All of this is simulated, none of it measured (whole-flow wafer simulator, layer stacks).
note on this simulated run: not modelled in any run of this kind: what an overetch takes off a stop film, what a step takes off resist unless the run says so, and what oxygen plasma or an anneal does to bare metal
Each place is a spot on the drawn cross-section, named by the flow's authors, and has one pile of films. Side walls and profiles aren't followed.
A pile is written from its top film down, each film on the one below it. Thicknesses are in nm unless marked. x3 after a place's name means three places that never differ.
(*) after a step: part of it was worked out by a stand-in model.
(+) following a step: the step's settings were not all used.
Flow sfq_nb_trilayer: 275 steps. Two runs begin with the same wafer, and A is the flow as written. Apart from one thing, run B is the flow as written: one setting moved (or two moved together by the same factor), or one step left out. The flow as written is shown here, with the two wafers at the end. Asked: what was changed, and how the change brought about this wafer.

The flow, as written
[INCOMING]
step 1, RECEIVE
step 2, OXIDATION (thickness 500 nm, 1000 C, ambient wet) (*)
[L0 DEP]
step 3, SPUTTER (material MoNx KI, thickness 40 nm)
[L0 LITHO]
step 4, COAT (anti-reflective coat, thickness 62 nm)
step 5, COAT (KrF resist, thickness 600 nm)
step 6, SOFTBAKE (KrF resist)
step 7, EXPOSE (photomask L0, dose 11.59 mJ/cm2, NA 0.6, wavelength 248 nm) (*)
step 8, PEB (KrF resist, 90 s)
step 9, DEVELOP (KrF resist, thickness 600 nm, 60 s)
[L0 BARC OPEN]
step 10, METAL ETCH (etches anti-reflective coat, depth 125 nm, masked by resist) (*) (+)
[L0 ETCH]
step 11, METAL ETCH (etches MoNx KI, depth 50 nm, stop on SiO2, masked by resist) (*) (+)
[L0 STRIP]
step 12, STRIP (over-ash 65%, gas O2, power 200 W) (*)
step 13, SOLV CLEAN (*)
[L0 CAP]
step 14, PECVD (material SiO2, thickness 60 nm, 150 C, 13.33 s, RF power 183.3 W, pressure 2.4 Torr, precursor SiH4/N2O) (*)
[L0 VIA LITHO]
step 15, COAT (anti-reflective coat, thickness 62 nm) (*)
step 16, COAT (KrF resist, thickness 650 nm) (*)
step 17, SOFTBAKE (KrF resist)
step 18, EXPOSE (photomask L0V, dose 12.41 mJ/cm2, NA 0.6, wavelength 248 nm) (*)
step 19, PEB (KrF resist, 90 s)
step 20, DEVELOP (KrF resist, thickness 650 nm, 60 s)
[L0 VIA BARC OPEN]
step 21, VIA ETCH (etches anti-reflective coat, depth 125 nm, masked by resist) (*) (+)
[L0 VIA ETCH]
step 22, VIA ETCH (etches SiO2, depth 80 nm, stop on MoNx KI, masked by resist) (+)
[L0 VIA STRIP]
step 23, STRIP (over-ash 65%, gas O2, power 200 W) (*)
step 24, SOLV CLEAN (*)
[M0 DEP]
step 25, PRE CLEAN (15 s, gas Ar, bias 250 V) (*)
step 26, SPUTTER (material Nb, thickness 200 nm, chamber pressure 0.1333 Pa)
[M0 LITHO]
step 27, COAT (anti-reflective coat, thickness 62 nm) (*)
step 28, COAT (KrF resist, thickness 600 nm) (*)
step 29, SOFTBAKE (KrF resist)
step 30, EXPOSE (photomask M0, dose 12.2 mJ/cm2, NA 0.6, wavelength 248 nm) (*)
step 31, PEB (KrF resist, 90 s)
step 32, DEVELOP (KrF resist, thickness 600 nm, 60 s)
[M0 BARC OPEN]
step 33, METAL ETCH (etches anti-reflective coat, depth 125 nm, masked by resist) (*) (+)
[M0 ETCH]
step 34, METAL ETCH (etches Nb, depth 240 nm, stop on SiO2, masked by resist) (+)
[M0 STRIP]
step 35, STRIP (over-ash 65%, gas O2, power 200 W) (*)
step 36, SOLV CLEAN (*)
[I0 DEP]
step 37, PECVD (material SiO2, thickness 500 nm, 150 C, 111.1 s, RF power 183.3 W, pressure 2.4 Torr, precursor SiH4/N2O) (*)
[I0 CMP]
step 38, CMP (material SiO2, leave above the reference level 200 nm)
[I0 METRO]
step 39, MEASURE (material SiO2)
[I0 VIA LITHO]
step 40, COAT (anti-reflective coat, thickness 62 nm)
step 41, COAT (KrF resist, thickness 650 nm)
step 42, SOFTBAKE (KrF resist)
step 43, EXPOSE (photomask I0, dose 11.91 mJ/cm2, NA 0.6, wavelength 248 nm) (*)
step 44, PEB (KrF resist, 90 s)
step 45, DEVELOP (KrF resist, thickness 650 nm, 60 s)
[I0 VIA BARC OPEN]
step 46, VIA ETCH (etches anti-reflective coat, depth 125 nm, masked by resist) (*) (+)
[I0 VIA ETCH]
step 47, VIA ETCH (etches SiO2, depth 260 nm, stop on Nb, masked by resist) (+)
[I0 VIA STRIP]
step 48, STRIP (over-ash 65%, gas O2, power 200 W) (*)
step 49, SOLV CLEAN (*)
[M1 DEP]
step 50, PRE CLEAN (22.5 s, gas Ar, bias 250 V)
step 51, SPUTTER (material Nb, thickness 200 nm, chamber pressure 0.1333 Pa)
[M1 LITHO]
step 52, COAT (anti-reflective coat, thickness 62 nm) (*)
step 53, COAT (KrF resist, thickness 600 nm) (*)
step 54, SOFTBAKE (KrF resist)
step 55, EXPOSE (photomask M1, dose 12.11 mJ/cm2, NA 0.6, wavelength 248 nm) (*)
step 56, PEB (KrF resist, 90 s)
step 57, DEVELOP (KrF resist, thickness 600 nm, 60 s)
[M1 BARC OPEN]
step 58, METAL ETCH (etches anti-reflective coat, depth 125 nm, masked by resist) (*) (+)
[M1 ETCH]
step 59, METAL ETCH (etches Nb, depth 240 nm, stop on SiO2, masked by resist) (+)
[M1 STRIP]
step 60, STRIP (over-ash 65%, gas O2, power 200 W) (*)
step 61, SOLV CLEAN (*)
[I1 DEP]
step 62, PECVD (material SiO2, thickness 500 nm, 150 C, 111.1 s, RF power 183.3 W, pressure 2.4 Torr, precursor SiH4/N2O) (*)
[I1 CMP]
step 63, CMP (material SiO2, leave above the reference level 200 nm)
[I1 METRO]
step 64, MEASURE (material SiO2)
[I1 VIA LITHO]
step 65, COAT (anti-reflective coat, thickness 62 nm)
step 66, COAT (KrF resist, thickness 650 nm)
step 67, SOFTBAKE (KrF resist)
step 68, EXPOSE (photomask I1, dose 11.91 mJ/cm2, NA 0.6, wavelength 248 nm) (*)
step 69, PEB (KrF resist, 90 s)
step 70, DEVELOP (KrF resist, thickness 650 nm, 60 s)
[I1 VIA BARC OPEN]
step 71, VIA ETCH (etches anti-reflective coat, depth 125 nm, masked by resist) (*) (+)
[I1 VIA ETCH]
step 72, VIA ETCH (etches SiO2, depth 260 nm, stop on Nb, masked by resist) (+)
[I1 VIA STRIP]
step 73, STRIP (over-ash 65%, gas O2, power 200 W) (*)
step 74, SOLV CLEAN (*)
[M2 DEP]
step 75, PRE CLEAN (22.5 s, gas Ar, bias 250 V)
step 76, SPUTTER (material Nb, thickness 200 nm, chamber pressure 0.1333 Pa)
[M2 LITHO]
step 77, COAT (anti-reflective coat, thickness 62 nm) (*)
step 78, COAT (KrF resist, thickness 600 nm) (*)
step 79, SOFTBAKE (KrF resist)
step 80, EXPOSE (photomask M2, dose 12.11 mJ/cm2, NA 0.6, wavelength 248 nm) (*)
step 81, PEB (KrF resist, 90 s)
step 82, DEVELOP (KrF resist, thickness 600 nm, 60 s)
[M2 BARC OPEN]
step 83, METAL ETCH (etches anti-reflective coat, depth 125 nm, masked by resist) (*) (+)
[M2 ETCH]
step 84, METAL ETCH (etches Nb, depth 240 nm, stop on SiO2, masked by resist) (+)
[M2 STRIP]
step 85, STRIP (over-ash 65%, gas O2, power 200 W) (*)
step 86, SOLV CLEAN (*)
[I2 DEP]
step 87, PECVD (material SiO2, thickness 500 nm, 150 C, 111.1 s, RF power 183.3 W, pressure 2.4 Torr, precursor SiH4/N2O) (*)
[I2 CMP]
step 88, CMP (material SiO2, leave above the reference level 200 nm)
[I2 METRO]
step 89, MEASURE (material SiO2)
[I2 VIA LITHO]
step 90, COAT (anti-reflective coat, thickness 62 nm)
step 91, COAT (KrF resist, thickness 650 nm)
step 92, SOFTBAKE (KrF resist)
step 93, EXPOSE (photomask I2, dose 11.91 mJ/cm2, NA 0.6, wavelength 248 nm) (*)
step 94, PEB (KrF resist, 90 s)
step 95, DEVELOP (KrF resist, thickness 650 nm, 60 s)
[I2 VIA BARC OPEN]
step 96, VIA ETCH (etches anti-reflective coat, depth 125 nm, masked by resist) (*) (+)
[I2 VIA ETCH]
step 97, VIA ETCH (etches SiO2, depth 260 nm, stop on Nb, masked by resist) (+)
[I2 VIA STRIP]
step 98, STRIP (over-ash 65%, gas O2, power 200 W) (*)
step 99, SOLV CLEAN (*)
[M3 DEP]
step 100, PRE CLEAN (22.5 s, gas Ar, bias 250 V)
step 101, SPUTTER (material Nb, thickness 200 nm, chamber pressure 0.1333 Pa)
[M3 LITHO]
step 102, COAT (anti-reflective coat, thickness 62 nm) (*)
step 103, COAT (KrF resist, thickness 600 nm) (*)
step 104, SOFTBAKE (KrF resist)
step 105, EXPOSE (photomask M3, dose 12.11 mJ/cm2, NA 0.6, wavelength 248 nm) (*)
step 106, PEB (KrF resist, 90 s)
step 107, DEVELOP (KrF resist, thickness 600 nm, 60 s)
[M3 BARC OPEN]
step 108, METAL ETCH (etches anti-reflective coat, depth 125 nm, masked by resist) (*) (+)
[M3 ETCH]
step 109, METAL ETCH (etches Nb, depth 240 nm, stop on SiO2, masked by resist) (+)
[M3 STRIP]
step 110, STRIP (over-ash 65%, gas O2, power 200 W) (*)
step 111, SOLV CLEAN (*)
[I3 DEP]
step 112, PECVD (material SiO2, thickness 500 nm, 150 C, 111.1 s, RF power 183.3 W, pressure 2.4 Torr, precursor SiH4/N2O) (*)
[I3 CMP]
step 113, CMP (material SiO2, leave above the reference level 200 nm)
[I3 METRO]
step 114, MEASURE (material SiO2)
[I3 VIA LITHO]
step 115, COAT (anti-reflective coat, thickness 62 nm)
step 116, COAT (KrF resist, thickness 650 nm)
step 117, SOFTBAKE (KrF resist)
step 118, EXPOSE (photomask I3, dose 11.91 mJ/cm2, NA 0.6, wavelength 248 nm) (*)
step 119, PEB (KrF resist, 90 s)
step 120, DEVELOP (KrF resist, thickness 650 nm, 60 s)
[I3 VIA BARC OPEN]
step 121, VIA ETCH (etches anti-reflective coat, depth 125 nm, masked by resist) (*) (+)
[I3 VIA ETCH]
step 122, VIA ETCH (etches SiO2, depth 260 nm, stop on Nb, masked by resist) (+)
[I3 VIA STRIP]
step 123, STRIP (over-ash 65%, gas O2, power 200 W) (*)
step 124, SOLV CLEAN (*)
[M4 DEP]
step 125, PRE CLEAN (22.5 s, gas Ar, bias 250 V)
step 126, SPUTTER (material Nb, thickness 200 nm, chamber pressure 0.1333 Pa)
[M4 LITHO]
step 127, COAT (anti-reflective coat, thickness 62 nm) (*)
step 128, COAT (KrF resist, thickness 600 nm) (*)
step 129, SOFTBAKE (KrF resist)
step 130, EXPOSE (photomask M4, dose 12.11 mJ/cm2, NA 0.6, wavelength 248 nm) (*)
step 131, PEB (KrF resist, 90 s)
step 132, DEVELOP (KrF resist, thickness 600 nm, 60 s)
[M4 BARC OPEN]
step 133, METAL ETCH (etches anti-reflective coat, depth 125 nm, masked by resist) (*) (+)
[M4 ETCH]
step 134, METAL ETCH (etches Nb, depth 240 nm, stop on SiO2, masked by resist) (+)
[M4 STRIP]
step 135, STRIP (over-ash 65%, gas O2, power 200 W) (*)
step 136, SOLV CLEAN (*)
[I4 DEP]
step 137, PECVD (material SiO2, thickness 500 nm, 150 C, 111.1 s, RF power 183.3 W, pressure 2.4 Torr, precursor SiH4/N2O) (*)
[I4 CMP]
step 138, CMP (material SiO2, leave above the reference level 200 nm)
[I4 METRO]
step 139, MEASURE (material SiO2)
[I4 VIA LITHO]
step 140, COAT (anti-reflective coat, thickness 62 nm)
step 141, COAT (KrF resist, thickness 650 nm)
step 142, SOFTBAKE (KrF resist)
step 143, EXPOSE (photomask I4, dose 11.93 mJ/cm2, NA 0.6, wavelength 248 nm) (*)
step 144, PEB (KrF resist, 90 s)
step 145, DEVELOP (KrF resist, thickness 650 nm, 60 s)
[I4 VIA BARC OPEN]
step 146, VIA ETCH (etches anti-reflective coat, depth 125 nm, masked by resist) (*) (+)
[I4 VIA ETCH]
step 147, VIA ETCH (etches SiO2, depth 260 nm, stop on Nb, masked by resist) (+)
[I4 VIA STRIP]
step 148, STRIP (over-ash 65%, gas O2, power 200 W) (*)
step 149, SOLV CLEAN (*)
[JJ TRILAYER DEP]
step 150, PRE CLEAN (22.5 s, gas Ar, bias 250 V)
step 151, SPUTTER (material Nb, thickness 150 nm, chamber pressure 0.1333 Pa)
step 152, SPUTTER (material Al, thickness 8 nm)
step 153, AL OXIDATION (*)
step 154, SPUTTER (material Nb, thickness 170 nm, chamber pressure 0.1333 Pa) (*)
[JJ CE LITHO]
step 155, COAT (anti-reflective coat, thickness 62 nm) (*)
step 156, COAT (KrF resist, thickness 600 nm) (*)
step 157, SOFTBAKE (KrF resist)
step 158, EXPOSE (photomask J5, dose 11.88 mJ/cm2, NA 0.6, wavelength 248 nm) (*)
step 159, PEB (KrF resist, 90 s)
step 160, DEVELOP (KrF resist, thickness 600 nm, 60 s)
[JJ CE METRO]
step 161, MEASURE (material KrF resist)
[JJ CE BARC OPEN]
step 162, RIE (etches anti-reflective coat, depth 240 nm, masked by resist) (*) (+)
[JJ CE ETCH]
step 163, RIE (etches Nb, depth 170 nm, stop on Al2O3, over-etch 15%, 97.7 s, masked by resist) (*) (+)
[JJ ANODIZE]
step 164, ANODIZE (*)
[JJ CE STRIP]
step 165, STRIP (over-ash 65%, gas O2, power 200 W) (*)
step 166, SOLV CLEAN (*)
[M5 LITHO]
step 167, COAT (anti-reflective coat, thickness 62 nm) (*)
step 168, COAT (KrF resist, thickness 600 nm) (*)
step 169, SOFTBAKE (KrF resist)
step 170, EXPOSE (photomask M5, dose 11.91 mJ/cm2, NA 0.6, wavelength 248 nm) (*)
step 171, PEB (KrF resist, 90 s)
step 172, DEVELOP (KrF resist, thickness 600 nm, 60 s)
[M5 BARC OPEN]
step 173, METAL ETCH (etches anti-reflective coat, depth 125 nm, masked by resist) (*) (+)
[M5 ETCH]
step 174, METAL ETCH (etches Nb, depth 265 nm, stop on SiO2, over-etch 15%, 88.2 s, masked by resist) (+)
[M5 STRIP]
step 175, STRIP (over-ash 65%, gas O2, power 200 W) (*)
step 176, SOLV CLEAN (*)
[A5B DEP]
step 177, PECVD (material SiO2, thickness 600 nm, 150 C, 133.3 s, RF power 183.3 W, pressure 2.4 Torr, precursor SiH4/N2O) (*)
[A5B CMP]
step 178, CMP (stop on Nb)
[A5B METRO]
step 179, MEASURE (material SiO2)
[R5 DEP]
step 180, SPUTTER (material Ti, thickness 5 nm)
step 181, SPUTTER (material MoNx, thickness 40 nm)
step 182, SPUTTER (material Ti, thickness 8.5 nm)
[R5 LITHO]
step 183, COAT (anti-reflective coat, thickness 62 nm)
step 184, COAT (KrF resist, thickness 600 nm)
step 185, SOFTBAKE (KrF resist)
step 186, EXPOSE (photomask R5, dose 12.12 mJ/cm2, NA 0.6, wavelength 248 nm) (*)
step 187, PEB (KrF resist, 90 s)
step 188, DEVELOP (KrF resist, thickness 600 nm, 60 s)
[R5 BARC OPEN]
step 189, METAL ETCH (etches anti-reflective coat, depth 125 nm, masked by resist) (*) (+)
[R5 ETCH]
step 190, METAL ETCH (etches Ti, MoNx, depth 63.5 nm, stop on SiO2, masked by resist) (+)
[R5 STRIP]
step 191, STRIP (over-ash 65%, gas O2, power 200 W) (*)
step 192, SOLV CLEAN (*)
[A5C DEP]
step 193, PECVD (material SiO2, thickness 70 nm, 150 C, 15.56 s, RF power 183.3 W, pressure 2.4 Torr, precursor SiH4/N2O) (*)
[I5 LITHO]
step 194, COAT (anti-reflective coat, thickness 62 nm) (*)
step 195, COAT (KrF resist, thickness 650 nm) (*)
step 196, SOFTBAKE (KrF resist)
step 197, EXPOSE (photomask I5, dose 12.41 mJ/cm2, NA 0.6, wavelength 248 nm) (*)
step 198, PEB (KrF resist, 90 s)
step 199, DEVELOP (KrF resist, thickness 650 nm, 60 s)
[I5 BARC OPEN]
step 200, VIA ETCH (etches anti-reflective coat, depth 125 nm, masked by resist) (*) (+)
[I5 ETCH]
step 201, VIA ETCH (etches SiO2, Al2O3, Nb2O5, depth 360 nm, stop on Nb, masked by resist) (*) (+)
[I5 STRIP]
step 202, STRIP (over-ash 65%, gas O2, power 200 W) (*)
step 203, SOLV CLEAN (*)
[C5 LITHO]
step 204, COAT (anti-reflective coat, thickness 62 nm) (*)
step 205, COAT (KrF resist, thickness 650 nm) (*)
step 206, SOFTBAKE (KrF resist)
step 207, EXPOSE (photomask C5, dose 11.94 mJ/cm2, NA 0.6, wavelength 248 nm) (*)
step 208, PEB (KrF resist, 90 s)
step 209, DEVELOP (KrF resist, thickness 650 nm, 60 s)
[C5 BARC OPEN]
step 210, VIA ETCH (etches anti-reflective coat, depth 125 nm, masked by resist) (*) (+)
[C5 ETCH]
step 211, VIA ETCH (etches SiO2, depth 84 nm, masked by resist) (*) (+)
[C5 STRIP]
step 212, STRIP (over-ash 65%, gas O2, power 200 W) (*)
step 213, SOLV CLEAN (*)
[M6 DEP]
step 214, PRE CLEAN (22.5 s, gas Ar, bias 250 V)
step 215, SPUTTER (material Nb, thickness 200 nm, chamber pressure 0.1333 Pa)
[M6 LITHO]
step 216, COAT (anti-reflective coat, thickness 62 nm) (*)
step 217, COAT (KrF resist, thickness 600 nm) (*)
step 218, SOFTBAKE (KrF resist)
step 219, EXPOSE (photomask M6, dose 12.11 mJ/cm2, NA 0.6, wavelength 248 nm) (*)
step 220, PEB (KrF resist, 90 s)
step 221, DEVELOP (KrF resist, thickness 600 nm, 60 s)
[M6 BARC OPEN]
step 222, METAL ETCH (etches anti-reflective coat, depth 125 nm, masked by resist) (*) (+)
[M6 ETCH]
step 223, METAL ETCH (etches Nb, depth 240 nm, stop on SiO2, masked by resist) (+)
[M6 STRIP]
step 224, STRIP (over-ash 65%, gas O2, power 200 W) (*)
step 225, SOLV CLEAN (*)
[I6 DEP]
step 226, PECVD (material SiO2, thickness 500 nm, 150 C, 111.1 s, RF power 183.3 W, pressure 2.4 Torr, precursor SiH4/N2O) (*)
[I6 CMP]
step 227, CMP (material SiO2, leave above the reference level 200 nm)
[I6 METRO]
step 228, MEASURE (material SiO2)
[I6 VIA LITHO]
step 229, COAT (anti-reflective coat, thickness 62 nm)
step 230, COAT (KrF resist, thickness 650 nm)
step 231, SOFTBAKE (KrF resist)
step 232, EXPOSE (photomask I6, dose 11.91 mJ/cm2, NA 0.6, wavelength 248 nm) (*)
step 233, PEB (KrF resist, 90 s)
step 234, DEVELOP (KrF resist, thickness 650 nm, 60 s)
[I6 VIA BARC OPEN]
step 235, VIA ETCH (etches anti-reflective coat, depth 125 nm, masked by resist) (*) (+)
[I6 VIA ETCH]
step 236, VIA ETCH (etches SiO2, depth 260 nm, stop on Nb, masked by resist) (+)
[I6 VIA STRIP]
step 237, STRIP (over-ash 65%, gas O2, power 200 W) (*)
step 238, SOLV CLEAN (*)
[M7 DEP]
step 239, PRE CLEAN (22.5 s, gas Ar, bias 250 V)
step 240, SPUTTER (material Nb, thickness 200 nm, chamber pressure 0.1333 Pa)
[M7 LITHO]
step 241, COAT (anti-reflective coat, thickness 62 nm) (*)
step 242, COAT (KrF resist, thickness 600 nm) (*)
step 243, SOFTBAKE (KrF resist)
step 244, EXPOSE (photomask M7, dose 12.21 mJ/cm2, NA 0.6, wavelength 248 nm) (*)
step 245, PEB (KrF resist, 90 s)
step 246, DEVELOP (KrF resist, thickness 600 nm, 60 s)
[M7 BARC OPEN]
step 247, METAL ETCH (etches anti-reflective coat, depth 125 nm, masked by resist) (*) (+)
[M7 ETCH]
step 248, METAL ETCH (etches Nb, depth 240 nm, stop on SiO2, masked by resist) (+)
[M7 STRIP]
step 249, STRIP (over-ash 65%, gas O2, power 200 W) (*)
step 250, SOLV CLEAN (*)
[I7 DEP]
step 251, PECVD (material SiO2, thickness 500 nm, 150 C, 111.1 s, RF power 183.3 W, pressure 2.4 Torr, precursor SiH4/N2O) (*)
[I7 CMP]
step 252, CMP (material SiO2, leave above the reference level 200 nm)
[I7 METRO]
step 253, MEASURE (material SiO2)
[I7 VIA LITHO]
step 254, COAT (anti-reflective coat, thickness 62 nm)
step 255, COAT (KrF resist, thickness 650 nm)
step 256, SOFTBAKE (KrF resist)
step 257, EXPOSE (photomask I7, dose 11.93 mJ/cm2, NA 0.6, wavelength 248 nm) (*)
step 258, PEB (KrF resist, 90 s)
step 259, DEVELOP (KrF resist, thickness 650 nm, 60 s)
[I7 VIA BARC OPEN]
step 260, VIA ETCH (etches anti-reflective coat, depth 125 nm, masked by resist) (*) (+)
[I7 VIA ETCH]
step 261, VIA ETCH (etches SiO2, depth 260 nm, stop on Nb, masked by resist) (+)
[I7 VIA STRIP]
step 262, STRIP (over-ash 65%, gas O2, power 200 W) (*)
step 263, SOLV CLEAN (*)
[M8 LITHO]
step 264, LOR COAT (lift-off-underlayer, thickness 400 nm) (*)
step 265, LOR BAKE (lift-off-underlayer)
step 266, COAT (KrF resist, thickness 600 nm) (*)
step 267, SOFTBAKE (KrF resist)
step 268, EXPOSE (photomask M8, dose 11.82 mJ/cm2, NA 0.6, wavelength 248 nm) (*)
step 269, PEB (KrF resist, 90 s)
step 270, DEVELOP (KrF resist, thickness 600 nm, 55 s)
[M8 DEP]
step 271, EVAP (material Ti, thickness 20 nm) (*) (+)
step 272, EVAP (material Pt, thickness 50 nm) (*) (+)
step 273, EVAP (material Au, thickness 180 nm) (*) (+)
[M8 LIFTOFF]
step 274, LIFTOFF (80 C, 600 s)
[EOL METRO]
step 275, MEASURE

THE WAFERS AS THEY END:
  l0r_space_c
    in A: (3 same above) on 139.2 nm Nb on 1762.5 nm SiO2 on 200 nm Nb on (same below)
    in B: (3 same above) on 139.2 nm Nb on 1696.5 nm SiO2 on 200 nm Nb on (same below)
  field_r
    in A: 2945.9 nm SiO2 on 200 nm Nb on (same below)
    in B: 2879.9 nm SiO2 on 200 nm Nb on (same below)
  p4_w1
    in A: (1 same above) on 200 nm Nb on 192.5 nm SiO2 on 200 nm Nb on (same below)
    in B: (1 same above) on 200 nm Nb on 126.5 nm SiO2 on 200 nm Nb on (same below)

What caused this: step 113, CMP: leave above the reference level 134 nm was run, though the flow has leave above the reference level 200 nm.

The path from the change to this, step by step:
  step 113, CMP (material SiO2, leave above the reference level 200 nm)
      field_l, be, be_sur and 64 more: A -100 SiO2 | B -166 SiO2
      v_sur, via_wl, via_wr and 27 more: A -300 SiO2 | B -366 SiO2
      (and at 9 other places as well)
  step 122, VIA ETCH (etches SiO2, depth 260 nm, stop on Nb, masked by resist) (+)
      field_l, v_sur, via_wl and 102 more: A -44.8 KrF resist | B -34.6 KrF resist
      via_v: A -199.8 SiO2 (all of it) | B -133.8 SiO2 (all of it)
  step 126, SPUTTER (material Nb, thickness 200 nm, chamber pressure 0.1333 Pa)
      via_v: A +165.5 Nb | B +180.1 Nb
  step 127, COAT (anti-reflective coat, thickness 62 nm) (*)
      via_sp: A +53 anti-reflective coat (new film) | B +54.3 anti-reflective coat (new film)
      via_v: A +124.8 anti-reflective coat (new film) | B +109.5 anti-reflective coat (new film)
      (and at 1 other place as well)
  step 128, COAT (KrF resist, thickness 600 nm) (*)
      via_v: A +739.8 KrF resist (new film) | B +685.3 KrF resist (new film)
  step 135, STRIP (over-ash 65%, gas O2, power 200 W) (*)
      via_sp: A -373.9 KrF resist (all of it), -53 anti-reflective coat (all of it) | B -378.4 KrF resist (all of it), -54.3 anti-reflective coat (all of it)
      via_v: A -521.8 KrF resist (all of it), -124.8 anti-reflective coat (all of it) | B -467.5 KrF resist (all of it), -109.5 anti-reflective coat (all of it)
      (and at 1 other place as well)
  step 137, PECVD (material SiO2, thickness 500 nm, 150 C, 111.1 s, RF power 183.3 W, pressure 2.4 Torr, precursor SiH4/N2O) (*)
      via_v: A +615 SiO2 (new film) | B +509.9 SiO2 (new film)
  step 138, CMP (material SiO2, leave above the reference level 200 nm)
      via_v: A -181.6 SiO2 | B -157.1 SiO2
